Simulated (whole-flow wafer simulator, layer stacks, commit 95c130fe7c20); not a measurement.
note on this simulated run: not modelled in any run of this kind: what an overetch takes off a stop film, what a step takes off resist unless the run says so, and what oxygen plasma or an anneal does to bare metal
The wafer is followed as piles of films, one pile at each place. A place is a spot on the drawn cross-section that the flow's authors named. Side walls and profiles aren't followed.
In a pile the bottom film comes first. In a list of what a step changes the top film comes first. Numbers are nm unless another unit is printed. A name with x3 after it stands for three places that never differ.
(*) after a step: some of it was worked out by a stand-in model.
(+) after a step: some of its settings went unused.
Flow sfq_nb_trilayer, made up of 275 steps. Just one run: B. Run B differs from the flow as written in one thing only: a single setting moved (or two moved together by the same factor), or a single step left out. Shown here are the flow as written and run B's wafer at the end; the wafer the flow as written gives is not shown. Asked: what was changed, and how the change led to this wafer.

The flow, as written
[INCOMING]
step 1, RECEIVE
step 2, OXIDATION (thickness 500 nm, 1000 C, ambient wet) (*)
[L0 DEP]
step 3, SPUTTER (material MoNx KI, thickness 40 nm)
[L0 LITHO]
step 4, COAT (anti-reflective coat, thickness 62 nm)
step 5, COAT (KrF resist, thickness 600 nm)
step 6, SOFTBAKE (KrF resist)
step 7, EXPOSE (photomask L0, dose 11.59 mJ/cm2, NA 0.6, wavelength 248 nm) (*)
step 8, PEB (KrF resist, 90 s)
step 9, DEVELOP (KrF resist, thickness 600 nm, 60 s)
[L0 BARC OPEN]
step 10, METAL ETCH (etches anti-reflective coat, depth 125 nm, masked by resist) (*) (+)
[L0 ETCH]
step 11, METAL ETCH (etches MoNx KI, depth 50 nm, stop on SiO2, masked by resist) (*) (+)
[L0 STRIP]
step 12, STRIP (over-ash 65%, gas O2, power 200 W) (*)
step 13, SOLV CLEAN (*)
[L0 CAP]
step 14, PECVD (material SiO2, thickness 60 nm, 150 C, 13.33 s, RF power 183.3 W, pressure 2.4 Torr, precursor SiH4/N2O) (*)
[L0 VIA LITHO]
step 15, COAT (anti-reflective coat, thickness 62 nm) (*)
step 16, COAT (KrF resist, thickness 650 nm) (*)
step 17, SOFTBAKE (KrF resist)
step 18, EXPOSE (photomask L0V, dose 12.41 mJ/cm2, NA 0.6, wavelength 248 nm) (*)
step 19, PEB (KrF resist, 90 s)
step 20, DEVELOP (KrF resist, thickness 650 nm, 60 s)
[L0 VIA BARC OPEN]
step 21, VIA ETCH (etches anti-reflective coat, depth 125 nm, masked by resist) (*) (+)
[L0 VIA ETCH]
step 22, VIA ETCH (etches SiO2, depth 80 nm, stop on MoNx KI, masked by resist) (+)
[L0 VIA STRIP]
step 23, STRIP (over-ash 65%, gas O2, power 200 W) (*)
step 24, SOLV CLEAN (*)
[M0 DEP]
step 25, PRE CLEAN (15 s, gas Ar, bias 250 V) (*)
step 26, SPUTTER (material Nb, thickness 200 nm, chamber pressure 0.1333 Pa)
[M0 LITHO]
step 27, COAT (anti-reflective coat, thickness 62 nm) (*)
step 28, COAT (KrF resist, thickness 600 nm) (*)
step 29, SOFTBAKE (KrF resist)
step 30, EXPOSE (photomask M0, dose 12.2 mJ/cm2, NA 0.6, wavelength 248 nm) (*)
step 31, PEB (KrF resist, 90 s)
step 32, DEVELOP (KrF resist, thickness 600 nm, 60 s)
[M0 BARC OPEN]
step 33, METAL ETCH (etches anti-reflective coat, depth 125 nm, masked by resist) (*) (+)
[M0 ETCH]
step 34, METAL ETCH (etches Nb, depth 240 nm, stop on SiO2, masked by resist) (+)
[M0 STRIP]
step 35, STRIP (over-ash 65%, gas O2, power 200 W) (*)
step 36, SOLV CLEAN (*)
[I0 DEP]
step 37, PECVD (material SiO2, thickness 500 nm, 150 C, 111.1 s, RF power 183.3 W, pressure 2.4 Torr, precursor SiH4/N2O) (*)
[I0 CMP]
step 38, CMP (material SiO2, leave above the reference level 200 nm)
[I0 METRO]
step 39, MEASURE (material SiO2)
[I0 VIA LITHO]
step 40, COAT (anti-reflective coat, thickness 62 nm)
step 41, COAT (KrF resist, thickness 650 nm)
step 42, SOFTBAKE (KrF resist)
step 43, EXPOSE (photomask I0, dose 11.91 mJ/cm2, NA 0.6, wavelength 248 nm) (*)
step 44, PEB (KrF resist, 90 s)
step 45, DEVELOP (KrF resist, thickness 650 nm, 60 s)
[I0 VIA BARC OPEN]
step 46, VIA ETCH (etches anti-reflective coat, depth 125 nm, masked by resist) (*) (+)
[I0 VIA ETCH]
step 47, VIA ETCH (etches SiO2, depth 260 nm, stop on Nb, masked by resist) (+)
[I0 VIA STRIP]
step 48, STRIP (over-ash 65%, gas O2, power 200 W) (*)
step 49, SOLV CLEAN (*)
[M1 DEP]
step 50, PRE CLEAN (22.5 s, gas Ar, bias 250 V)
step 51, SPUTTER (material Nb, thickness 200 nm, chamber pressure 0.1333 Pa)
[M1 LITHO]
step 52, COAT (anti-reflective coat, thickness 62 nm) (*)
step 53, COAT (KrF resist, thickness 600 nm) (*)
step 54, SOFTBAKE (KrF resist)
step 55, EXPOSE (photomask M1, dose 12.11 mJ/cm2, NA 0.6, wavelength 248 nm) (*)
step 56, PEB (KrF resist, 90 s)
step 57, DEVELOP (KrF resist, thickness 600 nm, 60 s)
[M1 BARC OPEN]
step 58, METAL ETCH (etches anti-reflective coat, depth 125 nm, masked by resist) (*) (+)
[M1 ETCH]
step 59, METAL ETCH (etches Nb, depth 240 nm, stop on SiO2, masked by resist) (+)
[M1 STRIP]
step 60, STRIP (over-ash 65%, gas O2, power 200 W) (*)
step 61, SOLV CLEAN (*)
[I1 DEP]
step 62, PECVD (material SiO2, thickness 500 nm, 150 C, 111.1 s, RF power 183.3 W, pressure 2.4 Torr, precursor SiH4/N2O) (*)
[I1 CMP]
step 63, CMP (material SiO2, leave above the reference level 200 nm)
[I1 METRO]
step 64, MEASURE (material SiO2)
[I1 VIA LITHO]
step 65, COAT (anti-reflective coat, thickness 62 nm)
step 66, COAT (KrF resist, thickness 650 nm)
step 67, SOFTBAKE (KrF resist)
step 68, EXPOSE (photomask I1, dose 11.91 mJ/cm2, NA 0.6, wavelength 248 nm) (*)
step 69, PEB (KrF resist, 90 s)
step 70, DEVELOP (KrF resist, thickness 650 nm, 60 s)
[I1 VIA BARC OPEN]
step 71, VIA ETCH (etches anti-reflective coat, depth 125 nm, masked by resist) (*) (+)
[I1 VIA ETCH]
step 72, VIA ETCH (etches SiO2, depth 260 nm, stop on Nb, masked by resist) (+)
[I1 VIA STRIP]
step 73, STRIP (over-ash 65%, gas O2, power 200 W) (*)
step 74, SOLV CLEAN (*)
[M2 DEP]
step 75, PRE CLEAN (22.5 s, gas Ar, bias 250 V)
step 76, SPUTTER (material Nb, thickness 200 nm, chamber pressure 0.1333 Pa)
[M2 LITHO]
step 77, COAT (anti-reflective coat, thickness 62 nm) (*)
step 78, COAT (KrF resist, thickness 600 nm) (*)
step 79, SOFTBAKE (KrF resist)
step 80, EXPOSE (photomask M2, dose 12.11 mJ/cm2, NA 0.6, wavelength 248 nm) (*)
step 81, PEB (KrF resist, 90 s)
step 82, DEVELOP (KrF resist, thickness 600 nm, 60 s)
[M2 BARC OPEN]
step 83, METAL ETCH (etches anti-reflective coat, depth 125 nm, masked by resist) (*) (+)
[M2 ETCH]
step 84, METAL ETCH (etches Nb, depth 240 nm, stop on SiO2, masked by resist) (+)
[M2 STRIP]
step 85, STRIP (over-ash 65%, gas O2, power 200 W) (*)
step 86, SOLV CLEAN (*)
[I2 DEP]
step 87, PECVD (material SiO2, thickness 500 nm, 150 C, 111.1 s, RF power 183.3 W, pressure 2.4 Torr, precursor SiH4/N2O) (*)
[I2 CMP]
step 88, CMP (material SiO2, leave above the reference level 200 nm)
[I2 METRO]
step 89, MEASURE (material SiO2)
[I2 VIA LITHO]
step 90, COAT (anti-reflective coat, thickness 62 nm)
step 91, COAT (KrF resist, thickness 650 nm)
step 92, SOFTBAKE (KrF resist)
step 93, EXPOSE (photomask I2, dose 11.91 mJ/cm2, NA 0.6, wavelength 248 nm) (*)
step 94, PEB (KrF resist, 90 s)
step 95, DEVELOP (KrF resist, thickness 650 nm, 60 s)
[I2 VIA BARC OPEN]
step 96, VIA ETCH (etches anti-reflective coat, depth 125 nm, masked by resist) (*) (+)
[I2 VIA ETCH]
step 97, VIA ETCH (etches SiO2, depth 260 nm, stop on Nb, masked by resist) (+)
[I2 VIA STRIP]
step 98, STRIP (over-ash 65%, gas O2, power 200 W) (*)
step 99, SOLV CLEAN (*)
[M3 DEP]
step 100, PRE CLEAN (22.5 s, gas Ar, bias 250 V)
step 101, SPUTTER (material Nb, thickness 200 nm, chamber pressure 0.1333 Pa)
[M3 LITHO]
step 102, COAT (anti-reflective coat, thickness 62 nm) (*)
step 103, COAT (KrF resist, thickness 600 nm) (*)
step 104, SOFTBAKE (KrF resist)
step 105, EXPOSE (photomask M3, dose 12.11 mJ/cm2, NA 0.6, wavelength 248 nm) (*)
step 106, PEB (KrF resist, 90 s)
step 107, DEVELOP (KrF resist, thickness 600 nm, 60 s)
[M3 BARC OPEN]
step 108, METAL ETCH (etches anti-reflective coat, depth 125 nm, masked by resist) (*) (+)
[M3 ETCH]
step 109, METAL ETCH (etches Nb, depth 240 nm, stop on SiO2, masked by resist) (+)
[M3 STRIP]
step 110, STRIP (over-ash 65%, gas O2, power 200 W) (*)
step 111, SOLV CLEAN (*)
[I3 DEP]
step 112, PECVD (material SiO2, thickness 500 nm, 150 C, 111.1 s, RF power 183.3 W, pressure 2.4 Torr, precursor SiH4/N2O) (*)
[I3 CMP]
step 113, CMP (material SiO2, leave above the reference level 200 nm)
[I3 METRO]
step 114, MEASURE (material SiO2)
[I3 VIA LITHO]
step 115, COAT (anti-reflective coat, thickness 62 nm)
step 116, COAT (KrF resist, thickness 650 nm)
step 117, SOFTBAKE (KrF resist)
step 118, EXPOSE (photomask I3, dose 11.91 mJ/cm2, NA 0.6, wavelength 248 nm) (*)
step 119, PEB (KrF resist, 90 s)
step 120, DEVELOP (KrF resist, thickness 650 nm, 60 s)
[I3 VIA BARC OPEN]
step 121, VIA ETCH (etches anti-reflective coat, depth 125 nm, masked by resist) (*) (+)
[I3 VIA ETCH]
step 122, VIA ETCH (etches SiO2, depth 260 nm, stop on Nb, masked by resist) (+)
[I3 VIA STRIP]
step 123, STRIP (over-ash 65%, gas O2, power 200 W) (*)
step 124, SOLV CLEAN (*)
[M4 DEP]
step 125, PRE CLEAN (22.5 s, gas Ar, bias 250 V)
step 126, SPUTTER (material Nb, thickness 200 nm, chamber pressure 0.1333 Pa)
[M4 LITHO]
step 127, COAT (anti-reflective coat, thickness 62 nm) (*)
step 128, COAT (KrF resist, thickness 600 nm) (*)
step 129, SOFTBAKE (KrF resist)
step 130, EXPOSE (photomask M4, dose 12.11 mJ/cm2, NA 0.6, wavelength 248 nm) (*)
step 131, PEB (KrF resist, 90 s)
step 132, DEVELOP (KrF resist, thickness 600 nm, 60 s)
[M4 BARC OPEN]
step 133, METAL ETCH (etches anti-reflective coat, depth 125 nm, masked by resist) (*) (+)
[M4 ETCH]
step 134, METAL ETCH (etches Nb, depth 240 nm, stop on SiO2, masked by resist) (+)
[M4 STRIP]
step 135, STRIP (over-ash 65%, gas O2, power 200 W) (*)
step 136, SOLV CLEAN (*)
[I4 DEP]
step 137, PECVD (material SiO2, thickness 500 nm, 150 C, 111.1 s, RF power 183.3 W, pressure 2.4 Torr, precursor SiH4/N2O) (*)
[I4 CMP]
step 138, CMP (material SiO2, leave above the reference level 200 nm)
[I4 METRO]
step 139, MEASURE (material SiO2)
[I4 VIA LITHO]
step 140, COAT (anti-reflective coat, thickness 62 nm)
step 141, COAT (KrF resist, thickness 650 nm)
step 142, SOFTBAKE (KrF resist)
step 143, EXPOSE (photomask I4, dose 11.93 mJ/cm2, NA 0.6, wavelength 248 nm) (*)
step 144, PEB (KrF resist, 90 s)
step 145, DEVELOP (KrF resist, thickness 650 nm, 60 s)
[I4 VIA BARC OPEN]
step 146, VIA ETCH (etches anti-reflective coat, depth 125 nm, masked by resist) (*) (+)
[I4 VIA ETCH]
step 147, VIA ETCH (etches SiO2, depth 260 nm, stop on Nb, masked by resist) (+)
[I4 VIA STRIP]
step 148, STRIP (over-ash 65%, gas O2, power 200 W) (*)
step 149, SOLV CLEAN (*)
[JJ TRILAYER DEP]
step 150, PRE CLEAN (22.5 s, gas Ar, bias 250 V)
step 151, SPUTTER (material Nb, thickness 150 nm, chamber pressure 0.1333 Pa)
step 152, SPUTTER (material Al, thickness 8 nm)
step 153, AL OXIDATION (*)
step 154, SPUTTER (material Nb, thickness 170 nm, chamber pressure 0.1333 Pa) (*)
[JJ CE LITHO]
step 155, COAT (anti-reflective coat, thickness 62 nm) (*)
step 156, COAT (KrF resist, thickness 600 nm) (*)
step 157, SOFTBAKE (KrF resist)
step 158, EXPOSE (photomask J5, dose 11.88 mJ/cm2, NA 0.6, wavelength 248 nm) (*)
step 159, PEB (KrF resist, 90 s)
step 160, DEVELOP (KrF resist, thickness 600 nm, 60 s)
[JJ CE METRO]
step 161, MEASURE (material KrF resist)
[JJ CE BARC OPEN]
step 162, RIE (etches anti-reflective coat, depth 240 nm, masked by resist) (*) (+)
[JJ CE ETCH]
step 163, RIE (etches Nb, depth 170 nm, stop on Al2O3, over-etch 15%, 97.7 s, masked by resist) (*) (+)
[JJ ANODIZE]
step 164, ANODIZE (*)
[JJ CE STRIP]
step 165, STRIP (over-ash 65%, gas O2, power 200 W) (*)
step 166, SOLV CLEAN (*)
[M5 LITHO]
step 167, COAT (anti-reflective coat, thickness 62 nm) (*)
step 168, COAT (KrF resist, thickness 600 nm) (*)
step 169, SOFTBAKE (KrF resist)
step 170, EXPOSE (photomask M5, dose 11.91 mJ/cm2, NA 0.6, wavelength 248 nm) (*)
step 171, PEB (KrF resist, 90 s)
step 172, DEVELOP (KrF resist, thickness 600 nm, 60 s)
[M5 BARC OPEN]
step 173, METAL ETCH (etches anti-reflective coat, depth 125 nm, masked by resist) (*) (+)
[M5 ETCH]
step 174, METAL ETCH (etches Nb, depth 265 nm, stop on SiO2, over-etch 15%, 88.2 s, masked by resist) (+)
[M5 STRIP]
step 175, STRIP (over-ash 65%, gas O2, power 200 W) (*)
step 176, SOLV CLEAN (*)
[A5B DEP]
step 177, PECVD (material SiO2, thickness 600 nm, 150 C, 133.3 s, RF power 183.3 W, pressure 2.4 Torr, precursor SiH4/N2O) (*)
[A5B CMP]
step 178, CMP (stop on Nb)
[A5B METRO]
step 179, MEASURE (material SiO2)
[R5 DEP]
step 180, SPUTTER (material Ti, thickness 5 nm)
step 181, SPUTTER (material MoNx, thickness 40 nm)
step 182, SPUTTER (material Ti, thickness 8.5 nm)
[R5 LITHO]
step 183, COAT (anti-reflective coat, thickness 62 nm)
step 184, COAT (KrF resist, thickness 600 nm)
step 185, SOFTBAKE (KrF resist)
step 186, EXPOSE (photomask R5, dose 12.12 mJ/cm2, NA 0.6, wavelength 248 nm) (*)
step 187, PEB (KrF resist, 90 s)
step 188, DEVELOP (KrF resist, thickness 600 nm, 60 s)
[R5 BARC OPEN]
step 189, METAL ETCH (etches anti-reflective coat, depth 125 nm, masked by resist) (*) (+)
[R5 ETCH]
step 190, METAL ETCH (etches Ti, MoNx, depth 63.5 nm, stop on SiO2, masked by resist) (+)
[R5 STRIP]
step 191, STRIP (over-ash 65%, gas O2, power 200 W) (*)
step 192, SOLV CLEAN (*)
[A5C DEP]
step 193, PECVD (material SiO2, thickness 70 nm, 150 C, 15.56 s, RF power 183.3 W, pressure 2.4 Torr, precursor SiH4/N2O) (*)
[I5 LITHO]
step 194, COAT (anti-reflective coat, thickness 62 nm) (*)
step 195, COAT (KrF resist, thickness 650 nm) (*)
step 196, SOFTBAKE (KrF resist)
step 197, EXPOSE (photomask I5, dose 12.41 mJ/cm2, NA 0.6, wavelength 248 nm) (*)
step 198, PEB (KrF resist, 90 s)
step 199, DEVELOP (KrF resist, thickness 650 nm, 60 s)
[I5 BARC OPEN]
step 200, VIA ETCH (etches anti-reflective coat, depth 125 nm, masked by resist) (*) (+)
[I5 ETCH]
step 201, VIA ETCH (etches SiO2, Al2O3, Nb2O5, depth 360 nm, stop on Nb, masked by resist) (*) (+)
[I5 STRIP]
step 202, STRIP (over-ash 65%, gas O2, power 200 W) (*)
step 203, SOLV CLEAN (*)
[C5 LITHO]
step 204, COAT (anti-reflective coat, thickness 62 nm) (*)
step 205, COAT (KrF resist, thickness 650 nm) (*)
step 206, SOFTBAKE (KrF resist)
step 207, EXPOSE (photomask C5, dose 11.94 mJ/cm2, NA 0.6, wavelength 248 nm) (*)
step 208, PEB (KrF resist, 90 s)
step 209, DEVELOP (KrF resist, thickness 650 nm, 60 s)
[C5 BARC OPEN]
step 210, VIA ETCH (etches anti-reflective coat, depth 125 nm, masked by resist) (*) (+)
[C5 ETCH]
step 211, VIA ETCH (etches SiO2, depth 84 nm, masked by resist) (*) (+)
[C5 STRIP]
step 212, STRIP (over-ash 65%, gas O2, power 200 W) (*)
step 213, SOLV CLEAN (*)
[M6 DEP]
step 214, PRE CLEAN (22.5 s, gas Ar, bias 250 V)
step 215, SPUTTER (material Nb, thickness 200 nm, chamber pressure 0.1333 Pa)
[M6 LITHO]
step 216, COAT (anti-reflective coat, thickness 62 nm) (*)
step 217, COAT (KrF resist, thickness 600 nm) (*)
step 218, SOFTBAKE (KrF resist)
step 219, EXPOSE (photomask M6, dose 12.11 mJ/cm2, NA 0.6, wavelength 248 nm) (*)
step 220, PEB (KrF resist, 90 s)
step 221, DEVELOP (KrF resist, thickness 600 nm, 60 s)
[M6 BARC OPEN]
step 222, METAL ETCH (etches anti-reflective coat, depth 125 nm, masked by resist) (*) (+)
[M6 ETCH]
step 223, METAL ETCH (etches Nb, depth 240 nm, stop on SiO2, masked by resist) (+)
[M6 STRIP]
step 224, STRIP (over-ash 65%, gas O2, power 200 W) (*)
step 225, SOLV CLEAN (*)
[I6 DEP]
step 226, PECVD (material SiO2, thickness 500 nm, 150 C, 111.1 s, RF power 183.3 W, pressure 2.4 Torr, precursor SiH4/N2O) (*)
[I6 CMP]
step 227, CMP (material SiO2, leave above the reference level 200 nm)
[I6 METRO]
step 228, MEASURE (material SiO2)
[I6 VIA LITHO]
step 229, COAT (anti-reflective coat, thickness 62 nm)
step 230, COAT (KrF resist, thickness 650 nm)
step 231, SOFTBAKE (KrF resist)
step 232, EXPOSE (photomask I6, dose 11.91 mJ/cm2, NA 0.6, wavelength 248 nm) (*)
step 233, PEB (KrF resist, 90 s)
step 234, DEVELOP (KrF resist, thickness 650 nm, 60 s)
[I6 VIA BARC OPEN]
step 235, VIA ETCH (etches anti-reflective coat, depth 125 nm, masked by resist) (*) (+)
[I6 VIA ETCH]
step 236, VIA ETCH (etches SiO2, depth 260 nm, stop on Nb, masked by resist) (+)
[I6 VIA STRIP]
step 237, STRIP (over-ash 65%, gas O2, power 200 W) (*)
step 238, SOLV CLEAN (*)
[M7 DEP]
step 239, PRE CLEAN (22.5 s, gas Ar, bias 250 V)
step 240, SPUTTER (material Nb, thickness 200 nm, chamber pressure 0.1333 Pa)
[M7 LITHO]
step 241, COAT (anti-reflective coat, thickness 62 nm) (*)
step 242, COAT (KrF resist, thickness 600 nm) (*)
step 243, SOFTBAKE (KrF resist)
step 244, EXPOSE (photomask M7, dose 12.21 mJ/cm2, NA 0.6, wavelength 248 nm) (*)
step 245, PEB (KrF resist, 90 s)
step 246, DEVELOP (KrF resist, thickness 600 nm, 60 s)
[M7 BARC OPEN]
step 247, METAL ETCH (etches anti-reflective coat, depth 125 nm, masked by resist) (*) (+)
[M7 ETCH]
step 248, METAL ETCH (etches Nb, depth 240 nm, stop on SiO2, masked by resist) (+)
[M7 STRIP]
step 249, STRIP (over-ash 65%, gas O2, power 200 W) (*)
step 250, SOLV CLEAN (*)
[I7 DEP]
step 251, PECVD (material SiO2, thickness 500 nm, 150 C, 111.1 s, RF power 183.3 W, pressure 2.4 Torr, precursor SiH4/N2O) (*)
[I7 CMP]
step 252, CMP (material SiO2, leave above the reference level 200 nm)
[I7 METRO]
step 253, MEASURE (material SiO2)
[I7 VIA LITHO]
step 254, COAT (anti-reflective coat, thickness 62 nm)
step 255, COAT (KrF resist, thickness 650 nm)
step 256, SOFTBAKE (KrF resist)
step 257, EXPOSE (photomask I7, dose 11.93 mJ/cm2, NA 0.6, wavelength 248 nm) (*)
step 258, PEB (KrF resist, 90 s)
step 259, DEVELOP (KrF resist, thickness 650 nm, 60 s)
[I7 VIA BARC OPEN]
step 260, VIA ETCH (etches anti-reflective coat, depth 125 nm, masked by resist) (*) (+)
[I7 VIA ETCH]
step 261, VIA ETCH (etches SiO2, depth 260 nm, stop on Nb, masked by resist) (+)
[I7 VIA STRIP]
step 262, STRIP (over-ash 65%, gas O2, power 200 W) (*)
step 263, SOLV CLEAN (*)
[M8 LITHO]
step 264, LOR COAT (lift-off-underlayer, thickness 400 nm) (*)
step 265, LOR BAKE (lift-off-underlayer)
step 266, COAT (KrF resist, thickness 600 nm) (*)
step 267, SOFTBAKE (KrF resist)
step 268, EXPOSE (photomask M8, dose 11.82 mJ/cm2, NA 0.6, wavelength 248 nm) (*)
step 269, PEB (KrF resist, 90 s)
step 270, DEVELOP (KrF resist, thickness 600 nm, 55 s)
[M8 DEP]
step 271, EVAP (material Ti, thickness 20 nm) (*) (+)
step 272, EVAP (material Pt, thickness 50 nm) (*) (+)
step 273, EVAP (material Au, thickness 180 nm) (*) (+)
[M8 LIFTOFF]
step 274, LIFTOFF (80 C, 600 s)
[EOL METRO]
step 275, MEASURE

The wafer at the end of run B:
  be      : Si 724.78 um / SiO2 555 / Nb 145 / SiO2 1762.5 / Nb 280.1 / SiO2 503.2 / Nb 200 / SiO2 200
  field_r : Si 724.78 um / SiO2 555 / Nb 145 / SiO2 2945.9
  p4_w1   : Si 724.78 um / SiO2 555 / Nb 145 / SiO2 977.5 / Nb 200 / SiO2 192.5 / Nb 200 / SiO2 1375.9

What caused this: step 26, SPUTTER: thickness 145 nm was run, while the flow as written has thickness 200 nm.
The wafer lets one read it off: be has Nb 145, and step 26 as written asks for 200 nm.

How this came from the change, step by step:
  step 26, SPUTTER (material Nb, thickness 200 nm, chamber pressure 0.1333 Pa)
      field_l, via_wl, via_w and 101 more: +145 Nb (new film) (as written it would have been: +200 Nb (new film))
      v_sur: +143.1 Nb (new film) (as written it would have been: +200 Nb (new film))
      (and at 1 other place as well)
  step 34, METAL ETCH (etches Nb, depth 240 nm, stop on SiO2, masked by resist) (+)
      field_l, v_sur, via_wl and 100 more: -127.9 KrF resist (as written it would have been: -141.2 KrF resist)
      moat, m0r_space_l x2: -145 Nb (all of it) (as written it would have been: -200 Nb (all of it))
  step 35, STRIP (over-ash 65%, gas O2, power 200 W) (*)
      p4_fl, p4_fm, p4_w1 and 68 more: -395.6 KrF resist (all of it), -62 anti-reflective coat (all of it) (as written it would have been: -382.4 KrF resist (all of it), -62 anti-reflective coat (all of it))
      c5j, ce_r, sp_r, be_r, r_sur, res: -402.2 KrF resist (all of it), -63.6 anti-reflective coat (all of it) (as written it would have been: -389 KrF resist (all of it), -63.6 anti-reflective coat (all of it))
      (and at 26 other places as well)
  step 37, PECVD (material SiO2, thickness 500 nm, 150 C, 111.1 s, RF power 183.3 W, pressure 2.4 Torr, precursor SiH4/N2O) (*)
      moat, m0r_space_l x2: +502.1 SiO2 (as written it would have been: +557.1 SiO2)
